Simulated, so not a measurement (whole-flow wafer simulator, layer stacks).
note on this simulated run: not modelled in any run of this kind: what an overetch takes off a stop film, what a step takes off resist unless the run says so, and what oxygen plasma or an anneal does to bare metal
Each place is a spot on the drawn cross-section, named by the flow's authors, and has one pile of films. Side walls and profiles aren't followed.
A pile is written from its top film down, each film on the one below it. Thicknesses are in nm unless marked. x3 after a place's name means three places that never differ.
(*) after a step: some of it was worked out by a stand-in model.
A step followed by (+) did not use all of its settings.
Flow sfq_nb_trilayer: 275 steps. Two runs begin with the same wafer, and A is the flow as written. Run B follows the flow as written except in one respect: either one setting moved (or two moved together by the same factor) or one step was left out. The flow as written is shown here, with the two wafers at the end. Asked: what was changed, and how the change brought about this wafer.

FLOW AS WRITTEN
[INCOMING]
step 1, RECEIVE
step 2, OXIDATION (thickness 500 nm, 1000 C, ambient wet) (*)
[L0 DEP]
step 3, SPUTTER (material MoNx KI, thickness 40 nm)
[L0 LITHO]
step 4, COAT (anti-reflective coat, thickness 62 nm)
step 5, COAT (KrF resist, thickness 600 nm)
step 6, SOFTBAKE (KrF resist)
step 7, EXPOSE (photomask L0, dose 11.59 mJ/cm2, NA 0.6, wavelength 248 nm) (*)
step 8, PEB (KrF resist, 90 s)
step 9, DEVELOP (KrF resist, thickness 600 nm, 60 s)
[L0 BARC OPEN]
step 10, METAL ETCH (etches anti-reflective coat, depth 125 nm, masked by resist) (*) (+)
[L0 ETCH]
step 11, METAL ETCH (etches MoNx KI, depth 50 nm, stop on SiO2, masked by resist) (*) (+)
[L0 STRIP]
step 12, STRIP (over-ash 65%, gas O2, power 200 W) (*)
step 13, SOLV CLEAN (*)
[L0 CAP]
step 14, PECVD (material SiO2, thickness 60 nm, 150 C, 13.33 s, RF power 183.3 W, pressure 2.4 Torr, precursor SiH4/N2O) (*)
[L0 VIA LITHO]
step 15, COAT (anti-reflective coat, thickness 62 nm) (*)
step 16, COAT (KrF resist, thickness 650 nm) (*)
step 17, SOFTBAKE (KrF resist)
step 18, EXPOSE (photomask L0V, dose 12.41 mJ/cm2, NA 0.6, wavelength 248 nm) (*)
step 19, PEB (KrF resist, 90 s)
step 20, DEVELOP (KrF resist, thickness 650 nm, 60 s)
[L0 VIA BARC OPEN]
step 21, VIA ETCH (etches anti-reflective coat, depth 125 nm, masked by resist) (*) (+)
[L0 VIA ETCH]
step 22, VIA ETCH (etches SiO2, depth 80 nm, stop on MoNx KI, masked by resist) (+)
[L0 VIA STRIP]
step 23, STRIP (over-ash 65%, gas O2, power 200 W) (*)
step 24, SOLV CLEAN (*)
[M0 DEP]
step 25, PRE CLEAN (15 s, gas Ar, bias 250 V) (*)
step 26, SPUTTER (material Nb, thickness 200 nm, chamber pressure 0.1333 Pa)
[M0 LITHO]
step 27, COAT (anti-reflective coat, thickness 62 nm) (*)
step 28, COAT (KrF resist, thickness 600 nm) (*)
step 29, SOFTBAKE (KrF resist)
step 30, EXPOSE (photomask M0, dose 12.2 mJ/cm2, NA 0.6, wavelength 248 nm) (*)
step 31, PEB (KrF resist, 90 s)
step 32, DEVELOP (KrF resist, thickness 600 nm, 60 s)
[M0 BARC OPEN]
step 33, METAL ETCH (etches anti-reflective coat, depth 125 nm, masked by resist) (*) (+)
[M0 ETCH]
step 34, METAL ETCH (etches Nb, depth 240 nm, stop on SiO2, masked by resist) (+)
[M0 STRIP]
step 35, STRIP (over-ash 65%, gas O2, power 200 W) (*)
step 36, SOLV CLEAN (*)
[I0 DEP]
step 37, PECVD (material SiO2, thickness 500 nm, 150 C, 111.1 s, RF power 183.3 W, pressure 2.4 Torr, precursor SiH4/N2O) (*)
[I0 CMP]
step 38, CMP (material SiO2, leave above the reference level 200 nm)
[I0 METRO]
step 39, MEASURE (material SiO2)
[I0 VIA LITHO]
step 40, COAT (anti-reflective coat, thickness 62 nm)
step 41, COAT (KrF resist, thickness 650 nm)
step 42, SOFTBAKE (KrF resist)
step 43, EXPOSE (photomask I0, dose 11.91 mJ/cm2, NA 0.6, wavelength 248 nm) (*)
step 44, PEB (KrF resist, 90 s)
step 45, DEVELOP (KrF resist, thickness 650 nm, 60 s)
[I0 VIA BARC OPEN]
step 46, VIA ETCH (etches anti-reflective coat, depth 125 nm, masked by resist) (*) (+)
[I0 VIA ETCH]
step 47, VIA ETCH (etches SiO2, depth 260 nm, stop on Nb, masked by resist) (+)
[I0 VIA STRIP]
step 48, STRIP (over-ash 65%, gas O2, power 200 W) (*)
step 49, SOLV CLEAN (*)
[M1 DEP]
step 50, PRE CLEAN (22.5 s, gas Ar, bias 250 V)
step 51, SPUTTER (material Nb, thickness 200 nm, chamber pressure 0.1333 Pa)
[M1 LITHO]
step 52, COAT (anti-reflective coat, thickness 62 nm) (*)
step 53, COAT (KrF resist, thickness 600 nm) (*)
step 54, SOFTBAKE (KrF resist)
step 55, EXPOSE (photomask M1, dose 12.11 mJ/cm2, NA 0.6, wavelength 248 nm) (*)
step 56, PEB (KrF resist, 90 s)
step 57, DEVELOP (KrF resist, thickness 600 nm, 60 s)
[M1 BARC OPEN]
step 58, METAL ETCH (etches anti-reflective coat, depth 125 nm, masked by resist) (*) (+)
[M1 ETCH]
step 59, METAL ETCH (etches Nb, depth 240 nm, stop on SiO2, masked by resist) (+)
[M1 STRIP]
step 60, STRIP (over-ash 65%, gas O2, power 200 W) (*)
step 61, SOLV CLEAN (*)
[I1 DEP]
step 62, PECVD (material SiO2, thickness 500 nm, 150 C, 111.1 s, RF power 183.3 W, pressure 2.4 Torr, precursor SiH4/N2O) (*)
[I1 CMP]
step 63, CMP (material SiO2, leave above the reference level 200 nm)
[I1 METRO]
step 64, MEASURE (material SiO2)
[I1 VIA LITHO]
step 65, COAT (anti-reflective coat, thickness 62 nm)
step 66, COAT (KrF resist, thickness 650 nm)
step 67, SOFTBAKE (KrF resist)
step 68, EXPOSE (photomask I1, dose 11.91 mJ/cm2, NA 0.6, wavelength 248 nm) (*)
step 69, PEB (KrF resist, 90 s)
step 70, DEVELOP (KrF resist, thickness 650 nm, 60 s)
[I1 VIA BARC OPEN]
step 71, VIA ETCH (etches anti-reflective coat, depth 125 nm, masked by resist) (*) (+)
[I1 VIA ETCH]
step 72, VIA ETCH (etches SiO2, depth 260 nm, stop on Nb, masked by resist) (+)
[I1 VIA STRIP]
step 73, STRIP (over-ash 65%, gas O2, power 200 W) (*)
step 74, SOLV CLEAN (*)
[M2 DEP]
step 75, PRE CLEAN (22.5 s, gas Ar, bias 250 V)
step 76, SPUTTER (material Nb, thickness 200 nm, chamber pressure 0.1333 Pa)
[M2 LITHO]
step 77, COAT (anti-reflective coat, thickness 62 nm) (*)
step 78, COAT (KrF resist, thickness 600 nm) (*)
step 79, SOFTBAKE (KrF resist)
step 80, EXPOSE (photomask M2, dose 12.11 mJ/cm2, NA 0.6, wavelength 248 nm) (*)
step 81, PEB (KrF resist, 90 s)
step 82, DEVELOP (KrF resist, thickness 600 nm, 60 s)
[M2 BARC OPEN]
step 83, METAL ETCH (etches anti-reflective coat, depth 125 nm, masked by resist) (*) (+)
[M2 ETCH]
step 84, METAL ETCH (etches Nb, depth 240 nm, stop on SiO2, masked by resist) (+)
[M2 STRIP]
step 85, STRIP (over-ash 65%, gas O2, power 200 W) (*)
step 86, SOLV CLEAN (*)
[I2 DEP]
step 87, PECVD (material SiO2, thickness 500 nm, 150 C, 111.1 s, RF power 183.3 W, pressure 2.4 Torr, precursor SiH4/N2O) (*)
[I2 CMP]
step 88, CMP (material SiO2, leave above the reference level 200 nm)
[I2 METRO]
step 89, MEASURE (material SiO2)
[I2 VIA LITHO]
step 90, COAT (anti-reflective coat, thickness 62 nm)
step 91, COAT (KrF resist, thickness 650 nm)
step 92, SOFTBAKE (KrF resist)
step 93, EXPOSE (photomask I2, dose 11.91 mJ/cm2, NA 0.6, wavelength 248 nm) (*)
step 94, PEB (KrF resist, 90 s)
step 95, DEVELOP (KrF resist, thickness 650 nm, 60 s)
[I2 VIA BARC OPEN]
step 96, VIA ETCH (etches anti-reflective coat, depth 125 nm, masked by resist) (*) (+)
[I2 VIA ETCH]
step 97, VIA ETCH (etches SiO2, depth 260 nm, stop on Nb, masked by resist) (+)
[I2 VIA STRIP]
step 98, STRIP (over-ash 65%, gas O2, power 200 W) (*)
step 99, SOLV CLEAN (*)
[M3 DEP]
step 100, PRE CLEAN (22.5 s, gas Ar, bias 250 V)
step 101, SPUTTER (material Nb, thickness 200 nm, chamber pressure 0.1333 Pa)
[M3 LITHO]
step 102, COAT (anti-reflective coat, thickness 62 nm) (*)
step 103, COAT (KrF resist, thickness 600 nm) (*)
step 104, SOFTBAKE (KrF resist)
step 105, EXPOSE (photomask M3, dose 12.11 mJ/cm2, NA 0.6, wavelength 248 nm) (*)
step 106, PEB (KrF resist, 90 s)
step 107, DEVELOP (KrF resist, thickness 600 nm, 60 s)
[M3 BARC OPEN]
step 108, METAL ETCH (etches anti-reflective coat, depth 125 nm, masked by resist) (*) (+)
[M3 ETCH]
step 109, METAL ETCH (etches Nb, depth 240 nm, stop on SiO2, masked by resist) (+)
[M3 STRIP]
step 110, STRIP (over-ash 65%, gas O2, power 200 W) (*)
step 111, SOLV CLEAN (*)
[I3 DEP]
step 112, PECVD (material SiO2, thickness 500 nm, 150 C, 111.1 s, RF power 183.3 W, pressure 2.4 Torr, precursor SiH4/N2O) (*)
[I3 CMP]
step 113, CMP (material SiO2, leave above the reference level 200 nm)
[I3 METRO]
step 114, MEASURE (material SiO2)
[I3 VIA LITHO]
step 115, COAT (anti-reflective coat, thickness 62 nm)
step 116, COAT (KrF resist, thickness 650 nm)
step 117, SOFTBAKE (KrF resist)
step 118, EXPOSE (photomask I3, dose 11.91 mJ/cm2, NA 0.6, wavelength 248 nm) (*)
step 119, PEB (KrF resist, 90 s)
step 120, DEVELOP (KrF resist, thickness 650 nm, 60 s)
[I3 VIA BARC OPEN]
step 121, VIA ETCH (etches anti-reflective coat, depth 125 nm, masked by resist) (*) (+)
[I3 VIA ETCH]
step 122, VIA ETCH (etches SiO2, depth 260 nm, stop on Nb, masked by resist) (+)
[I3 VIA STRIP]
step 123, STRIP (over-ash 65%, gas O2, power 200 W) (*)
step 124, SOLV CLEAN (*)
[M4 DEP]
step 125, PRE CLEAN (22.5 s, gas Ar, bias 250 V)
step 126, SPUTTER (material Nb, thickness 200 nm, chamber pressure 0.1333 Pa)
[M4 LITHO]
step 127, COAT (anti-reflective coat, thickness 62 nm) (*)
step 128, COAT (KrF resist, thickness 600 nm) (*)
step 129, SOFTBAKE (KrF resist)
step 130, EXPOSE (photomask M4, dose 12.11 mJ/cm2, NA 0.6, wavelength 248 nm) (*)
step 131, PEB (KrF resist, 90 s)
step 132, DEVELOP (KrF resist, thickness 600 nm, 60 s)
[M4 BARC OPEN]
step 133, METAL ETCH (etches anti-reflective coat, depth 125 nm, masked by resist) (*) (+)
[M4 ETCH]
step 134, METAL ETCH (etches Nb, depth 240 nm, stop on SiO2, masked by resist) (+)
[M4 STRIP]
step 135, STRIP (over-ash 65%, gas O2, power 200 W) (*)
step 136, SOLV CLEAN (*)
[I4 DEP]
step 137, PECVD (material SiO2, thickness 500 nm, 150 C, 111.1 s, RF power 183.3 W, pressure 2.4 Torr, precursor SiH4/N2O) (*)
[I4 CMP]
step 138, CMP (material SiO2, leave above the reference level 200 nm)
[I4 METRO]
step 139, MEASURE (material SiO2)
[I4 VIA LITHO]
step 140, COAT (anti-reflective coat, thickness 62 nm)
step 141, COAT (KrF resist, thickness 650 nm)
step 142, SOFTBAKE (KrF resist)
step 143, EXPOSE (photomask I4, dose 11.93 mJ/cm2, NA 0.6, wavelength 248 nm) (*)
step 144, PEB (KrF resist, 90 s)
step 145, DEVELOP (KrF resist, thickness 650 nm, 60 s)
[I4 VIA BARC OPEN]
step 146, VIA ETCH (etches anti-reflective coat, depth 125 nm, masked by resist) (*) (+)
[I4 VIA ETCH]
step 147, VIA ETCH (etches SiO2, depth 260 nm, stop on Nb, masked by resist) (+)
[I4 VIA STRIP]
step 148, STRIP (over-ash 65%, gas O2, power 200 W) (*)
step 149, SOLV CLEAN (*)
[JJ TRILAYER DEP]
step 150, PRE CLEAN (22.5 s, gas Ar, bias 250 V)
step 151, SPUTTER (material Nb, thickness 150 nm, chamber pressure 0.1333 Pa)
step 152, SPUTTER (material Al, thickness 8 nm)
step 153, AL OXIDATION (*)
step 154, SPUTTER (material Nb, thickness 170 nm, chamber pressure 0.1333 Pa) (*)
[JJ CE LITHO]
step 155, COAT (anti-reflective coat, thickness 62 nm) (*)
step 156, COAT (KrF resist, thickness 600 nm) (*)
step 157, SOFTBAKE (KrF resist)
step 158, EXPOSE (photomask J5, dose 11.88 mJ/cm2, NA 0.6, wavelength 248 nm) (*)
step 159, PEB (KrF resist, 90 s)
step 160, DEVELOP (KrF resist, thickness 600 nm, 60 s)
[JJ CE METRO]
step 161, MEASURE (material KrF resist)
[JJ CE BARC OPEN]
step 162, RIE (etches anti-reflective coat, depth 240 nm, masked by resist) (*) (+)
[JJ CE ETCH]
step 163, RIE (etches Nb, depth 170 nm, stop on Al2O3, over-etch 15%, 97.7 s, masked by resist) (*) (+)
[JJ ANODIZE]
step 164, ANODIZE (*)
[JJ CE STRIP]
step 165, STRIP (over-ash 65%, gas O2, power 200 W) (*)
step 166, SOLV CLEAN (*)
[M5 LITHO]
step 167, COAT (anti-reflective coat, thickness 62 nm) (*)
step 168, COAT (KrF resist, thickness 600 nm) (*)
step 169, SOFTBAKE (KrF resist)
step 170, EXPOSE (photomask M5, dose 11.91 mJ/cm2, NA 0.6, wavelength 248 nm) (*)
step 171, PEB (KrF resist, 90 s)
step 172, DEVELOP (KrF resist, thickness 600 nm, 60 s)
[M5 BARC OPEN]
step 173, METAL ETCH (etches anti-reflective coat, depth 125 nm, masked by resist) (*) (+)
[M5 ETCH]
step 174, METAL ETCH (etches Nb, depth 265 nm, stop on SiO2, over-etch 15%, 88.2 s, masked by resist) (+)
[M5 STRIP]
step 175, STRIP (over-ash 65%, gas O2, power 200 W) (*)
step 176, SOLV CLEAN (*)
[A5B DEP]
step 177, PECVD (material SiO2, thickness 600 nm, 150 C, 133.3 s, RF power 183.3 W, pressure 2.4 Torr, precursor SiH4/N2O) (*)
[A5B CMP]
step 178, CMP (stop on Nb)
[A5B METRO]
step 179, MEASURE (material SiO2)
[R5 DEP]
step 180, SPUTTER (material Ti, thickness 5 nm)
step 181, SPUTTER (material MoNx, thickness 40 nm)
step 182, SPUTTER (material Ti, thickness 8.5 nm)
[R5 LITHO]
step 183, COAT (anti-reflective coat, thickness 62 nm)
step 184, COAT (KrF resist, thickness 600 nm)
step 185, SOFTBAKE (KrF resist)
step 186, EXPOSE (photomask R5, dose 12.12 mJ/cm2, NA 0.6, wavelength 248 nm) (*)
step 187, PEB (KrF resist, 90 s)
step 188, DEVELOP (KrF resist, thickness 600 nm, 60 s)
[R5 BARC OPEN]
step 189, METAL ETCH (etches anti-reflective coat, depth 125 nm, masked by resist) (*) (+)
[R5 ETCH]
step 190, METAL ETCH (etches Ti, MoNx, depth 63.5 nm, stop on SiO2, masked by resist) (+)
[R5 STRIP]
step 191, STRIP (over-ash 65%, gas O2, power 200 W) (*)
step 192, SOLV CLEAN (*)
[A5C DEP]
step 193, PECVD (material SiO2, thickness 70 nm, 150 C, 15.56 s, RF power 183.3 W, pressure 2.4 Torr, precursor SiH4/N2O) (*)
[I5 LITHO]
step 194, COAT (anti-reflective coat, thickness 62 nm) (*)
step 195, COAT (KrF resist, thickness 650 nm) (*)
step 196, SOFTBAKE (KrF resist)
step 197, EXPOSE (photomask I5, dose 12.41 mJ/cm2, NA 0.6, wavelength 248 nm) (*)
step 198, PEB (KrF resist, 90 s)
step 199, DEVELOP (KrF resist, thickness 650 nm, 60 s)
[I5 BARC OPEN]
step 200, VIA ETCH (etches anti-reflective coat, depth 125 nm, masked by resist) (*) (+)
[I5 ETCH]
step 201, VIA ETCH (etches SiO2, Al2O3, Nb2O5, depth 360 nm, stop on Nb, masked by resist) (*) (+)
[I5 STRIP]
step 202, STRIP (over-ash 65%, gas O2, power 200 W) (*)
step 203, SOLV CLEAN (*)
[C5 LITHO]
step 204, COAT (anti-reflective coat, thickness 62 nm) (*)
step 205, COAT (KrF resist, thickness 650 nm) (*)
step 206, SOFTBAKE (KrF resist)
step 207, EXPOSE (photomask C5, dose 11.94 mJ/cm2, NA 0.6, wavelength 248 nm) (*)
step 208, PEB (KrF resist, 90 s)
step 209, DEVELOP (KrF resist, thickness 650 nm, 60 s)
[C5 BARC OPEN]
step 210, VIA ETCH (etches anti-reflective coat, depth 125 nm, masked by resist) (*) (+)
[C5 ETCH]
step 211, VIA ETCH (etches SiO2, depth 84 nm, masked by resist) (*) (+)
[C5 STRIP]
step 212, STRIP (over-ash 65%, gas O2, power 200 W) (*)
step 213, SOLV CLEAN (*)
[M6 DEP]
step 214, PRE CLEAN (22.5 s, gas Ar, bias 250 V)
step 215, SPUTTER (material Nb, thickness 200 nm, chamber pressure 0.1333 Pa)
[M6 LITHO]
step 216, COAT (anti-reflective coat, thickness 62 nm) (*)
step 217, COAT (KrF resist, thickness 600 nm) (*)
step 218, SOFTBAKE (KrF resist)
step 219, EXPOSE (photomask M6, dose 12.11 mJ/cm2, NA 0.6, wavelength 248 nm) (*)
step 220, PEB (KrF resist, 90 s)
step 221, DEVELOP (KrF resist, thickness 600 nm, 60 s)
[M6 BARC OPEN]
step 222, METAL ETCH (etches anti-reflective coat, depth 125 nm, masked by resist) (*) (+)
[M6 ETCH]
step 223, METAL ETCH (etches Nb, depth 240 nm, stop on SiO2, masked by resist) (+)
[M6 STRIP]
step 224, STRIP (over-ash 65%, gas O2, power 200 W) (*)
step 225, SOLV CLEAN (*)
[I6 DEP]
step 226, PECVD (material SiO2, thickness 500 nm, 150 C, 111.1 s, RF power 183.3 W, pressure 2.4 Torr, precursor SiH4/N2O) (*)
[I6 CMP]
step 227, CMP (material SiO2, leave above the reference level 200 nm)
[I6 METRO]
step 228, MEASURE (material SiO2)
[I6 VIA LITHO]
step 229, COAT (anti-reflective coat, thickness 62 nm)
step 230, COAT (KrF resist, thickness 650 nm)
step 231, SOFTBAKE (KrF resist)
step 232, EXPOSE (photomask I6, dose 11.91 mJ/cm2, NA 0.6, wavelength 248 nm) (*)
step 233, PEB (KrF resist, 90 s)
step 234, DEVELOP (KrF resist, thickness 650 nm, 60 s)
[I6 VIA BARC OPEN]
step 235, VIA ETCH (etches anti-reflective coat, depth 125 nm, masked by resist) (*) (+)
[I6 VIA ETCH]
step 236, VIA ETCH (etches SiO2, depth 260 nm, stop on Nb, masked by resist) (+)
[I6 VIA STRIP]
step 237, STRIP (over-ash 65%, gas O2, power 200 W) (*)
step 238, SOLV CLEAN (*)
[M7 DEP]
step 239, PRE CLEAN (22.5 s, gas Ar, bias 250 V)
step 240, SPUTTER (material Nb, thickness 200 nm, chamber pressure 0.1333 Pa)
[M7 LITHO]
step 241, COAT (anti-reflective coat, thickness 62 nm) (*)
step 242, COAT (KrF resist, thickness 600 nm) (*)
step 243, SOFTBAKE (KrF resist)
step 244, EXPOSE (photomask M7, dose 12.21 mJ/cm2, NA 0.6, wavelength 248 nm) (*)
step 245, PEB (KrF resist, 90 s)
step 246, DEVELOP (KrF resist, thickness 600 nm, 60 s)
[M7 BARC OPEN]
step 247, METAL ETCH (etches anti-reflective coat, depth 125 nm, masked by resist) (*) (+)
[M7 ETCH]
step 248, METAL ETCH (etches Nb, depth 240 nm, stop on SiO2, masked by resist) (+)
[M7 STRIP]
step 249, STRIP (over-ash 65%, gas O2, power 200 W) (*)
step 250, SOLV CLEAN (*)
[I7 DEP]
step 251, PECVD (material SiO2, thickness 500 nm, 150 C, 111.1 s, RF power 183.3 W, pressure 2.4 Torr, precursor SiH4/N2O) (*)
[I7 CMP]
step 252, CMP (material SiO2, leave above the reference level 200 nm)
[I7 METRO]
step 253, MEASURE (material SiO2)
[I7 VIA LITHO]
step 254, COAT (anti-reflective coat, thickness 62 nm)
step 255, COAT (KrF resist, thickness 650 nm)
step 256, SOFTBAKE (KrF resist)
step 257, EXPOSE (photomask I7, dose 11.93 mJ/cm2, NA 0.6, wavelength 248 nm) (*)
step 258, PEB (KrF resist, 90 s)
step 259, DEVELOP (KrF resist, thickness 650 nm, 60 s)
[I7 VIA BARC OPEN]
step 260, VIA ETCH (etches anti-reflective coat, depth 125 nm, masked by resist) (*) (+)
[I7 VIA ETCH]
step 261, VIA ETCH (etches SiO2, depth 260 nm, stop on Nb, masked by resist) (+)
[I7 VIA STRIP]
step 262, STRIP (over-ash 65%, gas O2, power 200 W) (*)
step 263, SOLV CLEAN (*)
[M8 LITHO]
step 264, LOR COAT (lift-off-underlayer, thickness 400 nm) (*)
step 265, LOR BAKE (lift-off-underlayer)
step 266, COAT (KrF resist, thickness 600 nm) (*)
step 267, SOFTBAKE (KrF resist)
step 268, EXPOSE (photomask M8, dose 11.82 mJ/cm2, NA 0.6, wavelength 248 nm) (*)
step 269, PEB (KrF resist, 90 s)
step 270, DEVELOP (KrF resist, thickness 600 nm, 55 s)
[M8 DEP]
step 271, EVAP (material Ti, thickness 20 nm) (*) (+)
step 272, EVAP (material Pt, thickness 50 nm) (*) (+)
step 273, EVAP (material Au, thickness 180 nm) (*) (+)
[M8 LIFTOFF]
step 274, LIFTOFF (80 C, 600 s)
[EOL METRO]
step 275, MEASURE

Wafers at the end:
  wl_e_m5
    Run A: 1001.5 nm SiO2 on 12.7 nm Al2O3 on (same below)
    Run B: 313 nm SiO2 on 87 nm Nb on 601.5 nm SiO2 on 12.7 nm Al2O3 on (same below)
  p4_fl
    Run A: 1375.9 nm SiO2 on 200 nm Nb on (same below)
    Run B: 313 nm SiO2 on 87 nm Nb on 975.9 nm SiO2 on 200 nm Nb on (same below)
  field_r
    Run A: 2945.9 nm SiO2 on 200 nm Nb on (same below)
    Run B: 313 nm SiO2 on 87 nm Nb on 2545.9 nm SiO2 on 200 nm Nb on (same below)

The reason: step 248, METAL ETCH: depth 113 nm was run, whereas the flow has depth 240 nm.

Step by step, how the change led to this:
  step 248, METAL ETCH (etches Nb, depth 240 nm, stop on SiO2, masked by resist) (+)
      field_l, field_r, lsp_l and 62 more: A Nb loses 200 (all of it) | B Nb loses 113
      v_sur, via_wl, via_w and 38 more: A KrF resist loses 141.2 | B KrF resist loses 66.5
  step 249, STRIP (over-ash 65%, gas O2, power 200 W) (*)
      wl_j_sl, wl_jj, wl_j_sr and 14 more: A KrF resist loses 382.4 (all of it), anti-reflective coat loses 62 (all of it) | B KrF resist loses 457.1 (all of it), anti-reflective coat loses 62 (all of it)
      ln_m5, lsp_m, ln_m6: A KrF resist loses 381.9 (all of it), anti-reflective coat loses 61.8 (all of it) | B KrF resist loses 456.6 (all of it), anti-reflective coat loses 61.8 (all of it)
      (as well as at 21 more places)
  step 251, PECVD (material SiO2, thickness 500 nm, 150 C, 111.1 s, RF power 183.3 W, pressure 2.4 Torr, precursor SiH4/N2O) (*)
      field_l, p4_fl, p4_fm and 56 more: A SiO2 gains 500 | B SiO2 gains 500 (new film)
      field_r, lsp_l: A SiO2 gains 477.7 | B SiO2 gains 487.4 (new film)
      (as well as at 4 more places)
  step 252, CMP (material SiO2, leave above the reference level 200 nm)
      field_l, p4_fl, p4_fm and 56 more: A SiO2 loses 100 | B SiO2 loses 187
      field_r, lsp_l: A SiO2 loses 77.7 | B SiO2 loses 174.4
      (as well as at 4 more places)
If metal films that touch count as one body, wl_e_m5 has 7 bodies (between them, from the top down: SiO2 601.5 / Al2O3 12.7 / Nb2O5 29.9; SiO2 192.5; SiO2 192.5; SiO2 192.5; SiO2 192.5; SiO2 192.5); the flow as written gives 6 bodies (between them, from the top down: SiO2 192.5; SiO2 192.5; SiO2 192.5; SiO2 192.5; SiO2 192.5).
If metal films that touch count as one body, p4_fl has 3 bodies (between them, from the top down: SiO2 975.9; SiO2 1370); the flow as written gives 2 bodies (between them, from the top down: SiO2 1370).
If metal films that touch count as one body, field_r has 2 bodies (between them, from the top down: SiO2 2545.9); the flow as written gives 1 body.
